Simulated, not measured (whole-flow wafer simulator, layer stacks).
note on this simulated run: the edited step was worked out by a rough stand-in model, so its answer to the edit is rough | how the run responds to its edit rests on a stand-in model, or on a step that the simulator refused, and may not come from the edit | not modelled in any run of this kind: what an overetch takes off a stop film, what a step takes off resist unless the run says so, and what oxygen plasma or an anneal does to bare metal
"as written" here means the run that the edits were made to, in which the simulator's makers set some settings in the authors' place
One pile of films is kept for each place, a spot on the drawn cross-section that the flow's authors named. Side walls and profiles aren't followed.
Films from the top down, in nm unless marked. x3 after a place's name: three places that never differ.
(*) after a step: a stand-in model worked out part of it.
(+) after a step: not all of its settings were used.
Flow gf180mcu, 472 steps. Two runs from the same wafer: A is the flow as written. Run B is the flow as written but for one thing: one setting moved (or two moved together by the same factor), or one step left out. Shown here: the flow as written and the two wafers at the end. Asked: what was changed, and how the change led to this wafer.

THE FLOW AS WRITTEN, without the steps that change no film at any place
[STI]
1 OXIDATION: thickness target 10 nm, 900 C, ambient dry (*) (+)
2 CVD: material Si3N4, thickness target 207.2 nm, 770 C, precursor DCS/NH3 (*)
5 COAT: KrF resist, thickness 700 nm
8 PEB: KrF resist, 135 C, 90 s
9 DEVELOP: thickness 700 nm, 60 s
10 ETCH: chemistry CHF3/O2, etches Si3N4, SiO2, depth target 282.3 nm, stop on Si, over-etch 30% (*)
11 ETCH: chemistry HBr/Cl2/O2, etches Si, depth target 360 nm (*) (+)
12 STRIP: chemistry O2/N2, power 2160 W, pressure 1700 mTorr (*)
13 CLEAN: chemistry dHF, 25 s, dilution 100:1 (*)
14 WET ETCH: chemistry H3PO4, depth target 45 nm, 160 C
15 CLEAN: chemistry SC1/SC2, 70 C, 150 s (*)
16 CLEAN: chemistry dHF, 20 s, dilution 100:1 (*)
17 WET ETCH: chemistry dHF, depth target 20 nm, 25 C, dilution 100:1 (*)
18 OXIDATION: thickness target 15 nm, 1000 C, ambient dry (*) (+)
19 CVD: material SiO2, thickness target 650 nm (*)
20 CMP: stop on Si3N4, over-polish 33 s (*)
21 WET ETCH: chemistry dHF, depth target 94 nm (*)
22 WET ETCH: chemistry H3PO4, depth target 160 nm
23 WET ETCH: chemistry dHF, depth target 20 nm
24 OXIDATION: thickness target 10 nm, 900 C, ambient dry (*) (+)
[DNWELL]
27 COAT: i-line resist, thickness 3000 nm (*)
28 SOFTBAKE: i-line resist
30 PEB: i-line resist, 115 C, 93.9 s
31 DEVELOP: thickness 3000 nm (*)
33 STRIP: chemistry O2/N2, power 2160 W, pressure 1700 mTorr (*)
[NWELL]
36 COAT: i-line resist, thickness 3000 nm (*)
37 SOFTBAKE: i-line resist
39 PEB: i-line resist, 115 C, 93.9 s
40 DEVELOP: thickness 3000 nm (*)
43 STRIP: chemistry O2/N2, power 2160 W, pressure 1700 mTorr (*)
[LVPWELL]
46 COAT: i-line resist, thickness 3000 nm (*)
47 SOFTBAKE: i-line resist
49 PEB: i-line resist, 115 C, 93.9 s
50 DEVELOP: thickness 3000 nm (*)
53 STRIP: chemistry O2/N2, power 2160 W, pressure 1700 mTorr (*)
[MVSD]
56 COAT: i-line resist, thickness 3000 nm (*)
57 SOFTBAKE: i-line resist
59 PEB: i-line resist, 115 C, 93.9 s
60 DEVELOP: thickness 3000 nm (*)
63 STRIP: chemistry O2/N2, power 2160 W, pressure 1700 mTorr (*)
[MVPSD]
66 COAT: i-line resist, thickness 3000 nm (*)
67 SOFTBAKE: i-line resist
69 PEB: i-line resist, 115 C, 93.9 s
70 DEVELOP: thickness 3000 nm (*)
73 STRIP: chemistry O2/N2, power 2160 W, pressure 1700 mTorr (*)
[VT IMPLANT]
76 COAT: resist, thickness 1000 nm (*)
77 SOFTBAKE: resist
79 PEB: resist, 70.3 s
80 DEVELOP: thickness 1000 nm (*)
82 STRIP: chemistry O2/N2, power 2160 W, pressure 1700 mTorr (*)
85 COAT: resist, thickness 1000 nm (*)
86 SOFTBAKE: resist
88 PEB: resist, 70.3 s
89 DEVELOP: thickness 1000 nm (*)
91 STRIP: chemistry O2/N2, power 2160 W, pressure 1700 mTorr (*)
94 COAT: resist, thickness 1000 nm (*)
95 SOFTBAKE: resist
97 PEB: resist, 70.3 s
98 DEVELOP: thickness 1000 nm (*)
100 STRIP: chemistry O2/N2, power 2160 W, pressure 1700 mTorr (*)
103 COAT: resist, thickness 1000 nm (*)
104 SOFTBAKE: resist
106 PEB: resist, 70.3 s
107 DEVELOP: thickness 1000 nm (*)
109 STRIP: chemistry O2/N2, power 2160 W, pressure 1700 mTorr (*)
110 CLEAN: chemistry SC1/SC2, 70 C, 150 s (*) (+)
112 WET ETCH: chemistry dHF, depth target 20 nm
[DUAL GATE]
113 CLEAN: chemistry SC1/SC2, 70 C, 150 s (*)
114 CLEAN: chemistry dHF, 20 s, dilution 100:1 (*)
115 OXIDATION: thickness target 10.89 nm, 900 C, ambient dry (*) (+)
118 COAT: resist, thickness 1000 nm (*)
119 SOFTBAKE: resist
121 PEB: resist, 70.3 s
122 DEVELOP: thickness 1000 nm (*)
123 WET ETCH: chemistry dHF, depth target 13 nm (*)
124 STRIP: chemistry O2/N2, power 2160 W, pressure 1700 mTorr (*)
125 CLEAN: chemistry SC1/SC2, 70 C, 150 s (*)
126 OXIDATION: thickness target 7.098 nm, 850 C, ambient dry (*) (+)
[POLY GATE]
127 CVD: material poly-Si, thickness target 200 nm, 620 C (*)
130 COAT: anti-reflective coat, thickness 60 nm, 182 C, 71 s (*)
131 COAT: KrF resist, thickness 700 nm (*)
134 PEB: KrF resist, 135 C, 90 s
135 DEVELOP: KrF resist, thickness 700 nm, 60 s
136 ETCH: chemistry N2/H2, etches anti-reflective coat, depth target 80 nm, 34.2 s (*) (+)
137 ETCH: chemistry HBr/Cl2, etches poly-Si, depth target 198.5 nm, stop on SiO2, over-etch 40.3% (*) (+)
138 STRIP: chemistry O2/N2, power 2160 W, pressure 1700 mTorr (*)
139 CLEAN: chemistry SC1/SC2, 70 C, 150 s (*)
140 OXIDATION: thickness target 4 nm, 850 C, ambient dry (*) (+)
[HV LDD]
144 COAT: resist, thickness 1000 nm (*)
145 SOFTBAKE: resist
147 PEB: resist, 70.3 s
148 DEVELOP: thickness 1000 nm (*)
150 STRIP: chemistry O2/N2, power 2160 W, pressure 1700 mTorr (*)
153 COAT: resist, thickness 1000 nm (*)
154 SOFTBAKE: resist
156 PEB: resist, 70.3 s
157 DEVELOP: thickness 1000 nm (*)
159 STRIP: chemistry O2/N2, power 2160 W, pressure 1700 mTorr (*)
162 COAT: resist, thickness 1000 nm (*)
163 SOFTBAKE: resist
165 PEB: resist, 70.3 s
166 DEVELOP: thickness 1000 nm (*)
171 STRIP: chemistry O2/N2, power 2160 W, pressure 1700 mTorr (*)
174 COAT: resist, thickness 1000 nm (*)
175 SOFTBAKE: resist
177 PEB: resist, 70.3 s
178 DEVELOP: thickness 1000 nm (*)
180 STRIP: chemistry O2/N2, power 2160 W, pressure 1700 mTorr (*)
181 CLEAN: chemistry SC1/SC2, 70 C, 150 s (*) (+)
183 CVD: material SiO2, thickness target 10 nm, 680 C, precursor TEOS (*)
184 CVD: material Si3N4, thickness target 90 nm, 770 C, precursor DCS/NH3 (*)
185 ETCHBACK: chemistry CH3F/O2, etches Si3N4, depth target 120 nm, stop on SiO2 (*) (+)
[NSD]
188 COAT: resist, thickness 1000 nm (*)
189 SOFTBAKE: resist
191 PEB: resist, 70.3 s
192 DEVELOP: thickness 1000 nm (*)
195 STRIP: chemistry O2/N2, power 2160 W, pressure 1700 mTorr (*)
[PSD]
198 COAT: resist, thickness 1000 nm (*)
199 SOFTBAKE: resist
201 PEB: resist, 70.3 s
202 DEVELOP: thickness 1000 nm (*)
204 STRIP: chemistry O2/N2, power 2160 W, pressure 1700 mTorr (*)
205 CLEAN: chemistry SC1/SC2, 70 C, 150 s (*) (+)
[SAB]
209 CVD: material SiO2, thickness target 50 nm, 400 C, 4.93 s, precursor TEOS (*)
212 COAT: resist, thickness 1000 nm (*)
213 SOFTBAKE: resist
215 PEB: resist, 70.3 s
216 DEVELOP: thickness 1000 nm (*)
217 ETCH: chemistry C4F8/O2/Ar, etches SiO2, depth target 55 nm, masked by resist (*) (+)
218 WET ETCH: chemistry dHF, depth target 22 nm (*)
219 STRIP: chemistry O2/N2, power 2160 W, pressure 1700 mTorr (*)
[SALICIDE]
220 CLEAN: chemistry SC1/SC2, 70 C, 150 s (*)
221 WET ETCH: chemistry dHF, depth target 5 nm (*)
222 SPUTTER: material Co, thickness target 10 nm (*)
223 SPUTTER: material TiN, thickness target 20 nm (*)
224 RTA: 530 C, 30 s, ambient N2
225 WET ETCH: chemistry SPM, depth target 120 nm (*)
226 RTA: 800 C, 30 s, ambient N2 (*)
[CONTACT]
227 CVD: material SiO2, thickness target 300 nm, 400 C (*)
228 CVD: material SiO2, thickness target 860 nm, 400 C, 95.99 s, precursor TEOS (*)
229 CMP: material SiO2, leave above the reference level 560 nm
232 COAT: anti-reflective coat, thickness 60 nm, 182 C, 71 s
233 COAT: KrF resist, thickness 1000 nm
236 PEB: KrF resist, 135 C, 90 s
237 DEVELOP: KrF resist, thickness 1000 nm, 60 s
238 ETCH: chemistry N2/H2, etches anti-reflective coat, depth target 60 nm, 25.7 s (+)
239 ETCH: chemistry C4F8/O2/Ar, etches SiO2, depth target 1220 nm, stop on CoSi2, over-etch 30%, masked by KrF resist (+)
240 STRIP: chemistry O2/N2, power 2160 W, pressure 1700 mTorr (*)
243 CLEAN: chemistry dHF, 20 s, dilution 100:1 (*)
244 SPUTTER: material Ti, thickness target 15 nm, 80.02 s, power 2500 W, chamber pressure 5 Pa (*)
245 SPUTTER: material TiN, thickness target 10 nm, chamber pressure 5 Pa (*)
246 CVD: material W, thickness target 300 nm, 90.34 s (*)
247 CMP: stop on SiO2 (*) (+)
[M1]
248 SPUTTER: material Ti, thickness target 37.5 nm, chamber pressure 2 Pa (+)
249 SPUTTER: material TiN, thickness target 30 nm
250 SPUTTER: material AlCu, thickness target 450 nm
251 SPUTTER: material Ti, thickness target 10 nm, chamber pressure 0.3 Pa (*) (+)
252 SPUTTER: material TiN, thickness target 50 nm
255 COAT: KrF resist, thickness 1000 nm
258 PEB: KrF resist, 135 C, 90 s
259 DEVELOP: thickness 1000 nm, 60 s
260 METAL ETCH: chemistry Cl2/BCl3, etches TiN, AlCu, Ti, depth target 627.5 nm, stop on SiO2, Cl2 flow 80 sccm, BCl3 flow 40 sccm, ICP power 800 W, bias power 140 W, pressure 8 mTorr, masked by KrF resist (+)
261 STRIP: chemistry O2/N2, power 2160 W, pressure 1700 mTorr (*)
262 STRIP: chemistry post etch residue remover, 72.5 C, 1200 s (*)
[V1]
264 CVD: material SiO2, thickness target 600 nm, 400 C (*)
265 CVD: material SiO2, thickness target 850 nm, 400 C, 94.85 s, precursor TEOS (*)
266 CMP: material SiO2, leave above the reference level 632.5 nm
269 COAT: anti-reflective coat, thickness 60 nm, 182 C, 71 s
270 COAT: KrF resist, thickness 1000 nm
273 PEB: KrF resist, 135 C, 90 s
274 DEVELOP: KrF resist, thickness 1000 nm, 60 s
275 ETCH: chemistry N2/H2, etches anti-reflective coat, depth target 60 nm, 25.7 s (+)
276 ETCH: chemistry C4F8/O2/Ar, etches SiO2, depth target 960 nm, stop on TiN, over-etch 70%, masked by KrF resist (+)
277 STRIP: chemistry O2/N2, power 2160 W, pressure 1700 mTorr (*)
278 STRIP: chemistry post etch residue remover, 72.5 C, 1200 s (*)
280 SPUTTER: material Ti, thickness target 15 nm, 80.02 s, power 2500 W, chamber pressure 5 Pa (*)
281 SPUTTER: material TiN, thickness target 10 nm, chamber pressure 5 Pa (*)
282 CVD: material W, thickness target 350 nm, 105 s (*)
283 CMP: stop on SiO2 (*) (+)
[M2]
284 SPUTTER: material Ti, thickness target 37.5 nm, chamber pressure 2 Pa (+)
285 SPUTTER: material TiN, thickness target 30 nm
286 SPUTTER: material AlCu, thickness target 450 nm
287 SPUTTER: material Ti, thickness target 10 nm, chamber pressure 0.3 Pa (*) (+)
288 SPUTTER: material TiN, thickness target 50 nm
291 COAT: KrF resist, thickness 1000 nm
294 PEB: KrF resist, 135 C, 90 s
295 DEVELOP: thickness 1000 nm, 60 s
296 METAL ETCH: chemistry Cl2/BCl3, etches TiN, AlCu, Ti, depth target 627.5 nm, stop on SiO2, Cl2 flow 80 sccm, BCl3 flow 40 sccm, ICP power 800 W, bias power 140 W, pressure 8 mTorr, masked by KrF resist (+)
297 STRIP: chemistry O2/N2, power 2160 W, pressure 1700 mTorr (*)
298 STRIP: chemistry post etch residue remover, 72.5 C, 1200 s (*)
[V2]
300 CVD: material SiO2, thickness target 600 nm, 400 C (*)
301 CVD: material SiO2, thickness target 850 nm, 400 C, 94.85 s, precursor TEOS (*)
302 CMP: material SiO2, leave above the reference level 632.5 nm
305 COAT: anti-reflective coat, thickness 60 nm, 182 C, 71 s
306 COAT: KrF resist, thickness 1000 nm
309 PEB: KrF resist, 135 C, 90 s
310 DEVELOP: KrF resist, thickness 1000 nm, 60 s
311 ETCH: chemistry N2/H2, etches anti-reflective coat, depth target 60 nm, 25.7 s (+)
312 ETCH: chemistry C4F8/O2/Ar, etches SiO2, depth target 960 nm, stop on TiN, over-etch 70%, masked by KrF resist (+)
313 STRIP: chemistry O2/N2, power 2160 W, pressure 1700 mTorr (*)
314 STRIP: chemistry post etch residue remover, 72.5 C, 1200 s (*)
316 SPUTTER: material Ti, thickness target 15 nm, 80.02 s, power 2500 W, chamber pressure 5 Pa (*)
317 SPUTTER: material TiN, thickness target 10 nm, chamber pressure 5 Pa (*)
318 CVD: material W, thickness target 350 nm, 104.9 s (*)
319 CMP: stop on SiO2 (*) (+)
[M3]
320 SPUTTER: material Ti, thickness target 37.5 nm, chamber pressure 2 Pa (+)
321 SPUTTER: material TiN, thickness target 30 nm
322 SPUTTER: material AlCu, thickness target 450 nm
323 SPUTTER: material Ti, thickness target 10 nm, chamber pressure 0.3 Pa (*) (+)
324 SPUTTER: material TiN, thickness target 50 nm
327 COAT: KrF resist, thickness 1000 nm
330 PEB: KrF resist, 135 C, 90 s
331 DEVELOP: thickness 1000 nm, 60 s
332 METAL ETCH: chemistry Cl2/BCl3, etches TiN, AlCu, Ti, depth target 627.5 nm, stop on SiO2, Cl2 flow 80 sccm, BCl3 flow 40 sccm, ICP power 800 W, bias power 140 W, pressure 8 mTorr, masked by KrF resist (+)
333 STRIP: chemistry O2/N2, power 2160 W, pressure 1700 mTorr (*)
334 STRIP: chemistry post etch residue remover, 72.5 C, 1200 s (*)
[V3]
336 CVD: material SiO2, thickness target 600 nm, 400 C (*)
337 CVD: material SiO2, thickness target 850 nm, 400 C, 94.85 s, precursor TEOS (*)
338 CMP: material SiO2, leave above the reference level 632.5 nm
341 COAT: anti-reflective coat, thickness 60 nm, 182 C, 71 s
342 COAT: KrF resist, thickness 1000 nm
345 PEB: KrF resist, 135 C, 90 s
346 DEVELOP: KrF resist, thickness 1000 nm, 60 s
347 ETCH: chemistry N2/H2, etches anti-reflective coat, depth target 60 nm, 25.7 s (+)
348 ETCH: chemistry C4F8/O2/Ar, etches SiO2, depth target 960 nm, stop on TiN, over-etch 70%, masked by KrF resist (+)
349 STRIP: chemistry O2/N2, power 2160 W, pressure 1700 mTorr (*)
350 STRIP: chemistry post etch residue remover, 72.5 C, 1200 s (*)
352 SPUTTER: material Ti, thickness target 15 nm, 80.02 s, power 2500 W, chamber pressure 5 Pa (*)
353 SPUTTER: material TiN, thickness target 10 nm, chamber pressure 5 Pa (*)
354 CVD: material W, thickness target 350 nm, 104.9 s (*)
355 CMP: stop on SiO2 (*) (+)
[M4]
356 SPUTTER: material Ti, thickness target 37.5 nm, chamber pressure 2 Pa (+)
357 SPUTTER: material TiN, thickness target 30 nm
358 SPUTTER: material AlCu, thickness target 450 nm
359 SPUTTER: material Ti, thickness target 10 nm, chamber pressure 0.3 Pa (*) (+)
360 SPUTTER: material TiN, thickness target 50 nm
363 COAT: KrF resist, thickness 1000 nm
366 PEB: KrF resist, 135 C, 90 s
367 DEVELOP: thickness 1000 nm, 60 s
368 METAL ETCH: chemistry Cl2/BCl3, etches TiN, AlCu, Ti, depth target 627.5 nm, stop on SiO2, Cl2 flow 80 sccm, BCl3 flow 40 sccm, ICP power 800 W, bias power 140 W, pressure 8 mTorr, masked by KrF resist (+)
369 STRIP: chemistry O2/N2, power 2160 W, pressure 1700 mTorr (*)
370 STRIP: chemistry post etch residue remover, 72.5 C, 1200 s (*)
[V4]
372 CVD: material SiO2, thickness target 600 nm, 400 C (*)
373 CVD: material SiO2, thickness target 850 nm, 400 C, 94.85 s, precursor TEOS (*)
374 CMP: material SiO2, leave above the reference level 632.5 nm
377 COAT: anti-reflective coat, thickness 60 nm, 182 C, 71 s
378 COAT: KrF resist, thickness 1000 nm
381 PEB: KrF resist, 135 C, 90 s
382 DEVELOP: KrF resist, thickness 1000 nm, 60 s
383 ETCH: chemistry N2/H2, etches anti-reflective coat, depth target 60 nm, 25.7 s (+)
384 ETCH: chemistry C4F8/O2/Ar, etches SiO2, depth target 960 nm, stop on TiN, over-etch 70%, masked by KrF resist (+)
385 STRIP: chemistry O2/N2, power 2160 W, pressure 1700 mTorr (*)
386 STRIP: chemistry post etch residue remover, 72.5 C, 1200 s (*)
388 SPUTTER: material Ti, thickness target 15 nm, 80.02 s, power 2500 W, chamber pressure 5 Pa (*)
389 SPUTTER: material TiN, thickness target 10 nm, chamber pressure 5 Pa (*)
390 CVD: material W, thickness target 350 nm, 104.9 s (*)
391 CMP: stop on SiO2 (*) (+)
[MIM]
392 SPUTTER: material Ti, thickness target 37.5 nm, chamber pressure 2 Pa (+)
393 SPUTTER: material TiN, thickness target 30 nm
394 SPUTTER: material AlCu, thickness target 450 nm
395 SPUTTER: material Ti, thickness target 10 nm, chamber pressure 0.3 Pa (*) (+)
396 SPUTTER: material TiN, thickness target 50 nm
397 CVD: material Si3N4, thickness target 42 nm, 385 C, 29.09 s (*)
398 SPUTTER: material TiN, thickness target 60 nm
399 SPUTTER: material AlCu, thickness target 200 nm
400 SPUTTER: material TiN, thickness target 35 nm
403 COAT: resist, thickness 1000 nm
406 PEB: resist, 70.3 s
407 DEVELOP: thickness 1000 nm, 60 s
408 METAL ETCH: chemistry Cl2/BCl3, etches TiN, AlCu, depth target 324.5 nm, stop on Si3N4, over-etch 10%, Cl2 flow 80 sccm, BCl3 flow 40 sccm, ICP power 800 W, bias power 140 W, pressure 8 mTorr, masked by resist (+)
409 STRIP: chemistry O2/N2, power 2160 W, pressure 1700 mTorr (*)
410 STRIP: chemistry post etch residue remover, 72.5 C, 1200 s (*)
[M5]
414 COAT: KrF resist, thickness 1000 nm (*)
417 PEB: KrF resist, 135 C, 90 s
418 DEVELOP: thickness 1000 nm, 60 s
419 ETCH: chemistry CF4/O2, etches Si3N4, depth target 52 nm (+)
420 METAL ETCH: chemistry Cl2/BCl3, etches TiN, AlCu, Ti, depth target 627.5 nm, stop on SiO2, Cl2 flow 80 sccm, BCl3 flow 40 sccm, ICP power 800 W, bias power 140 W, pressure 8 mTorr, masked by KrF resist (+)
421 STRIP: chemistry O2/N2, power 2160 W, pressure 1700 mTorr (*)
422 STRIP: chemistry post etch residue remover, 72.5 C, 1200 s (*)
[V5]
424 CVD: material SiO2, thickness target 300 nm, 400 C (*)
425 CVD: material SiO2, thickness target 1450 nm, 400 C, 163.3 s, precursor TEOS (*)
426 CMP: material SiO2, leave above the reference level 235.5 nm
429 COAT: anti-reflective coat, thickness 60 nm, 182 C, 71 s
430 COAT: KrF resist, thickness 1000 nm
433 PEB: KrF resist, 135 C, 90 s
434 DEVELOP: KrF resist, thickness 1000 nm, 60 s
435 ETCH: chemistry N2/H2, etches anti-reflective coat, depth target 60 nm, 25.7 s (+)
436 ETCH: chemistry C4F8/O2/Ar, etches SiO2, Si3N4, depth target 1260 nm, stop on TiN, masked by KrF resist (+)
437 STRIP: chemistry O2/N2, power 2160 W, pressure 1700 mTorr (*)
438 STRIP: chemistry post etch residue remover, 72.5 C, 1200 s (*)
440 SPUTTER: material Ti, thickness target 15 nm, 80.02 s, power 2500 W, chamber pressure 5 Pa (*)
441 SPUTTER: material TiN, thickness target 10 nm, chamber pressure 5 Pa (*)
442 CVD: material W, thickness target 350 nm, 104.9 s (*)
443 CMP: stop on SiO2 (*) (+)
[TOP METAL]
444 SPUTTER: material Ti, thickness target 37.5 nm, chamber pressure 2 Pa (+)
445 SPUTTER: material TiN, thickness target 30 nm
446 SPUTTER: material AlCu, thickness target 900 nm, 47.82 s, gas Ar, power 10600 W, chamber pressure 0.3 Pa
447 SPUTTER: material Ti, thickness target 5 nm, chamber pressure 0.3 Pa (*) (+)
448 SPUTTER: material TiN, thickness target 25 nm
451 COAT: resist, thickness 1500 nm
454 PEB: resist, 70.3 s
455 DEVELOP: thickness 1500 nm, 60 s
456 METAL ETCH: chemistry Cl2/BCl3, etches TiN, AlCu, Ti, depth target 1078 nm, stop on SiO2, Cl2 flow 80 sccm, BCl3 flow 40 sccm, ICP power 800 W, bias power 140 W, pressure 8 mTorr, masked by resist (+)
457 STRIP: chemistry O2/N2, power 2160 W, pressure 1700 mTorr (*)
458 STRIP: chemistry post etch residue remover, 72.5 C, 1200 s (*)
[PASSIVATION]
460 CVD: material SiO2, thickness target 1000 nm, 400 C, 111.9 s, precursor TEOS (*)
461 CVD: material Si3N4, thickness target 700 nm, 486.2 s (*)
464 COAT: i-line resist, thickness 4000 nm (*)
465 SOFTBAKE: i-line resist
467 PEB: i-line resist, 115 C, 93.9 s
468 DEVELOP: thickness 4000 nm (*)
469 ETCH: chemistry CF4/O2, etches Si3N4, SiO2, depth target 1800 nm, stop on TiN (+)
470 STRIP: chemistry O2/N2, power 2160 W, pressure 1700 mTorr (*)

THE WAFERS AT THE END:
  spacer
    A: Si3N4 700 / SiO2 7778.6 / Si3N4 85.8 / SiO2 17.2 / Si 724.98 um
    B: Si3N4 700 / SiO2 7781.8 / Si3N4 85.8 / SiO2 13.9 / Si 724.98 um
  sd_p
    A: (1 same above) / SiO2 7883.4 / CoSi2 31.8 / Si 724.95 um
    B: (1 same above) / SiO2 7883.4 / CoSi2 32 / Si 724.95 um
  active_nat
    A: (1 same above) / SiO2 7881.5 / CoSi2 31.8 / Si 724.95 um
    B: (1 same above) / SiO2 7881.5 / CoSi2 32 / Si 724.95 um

The cause: step 183, CVD: thickness target 6.75 nm was run, where the flow has thickness target 10 nm.

How the change led to this, step by step:
  183 CVD: material SiO2, thickness target 10 nm, 680 C, precursor TEOS (*)
      field, field__w1, field__w2 and 99 more: A SiO2 +10 | B SiO2 +6.75
      ld_drift_p: A SiO2 +9.87 | B SiO2 +6.66
      (and at 1 more place)
  189 SOFTBAKE: resist
      field: A resist +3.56 | B resist -0.36
      active_hv: A resist +2.68 | B resist -0.53
      (and at 3 more places)
  199 SOFTBAKE: resist
      field: A resist +3.56 | B resist -0.36
      active_hv: A resist +2.68 | B resist -0.53
      (and at 3 more places)
  218 WET ETCH: chemistry dHF, depth target 22 nm (*)
      gate, gate_hv, gate_p and 23 more: A SiO2 -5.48 (all of it) | B SiO2 -2.23 (all of it)
      active, p_well, sd_n, iso_ptap_pw, iso_ntap_nw, iso_ptap_sub, vpnp_e: A SiO2 -9.01 (all of it) | B SiO2 -5.76 (all of it)
      (and at 16 more places)
